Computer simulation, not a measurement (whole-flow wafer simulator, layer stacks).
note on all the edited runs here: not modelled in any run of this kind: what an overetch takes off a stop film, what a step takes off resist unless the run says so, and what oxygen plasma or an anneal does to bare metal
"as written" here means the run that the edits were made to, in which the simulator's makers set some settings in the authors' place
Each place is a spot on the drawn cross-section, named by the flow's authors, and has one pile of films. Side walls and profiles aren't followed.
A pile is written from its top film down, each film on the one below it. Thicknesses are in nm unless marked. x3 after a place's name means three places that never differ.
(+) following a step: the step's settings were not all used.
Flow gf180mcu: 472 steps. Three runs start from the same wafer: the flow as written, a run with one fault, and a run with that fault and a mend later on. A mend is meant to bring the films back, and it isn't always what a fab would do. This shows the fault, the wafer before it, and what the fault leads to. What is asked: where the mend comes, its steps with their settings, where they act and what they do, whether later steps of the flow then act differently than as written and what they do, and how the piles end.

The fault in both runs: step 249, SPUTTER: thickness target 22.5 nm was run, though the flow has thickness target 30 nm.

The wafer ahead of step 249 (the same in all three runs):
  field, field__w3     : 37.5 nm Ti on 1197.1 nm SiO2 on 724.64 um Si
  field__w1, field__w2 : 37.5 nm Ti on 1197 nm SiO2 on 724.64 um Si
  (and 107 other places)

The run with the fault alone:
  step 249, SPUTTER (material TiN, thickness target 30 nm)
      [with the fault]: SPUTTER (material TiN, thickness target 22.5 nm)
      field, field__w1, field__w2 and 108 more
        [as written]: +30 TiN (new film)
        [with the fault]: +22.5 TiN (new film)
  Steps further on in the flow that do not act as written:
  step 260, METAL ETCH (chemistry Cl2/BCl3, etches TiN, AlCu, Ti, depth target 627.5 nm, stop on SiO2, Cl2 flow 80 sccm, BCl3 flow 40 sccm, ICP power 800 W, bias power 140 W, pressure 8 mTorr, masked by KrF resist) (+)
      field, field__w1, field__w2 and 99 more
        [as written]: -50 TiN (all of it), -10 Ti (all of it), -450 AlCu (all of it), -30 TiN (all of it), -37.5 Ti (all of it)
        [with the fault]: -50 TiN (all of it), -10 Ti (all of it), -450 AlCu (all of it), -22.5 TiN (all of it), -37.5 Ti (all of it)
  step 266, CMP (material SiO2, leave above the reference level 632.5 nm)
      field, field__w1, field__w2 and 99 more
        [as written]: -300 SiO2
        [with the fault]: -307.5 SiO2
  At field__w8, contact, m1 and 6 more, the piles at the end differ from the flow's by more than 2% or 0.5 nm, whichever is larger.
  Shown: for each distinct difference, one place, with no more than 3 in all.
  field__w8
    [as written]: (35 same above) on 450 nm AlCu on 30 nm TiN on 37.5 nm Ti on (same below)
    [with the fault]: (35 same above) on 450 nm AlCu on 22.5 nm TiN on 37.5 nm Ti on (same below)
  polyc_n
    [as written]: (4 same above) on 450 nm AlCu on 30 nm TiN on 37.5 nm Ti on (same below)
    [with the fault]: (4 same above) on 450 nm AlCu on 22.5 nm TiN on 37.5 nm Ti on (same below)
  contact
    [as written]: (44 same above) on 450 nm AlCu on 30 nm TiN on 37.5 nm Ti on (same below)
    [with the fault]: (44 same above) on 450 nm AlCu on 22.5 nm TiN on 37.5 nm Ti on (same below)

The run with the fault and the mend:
  The mend follows step 249.
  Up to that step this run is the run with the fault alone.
  step 249a, SPUTTER (material TiN, thickness target 7.5 nm) (the flow's step 249 again, with other settings)
      field, field__w1, field__w2 and 108 more
        +7.5 TiN
  Every later step of the flow that is run acts as written at every place that is followed.
  At every place that both follow, the piles at the end match the flow's.
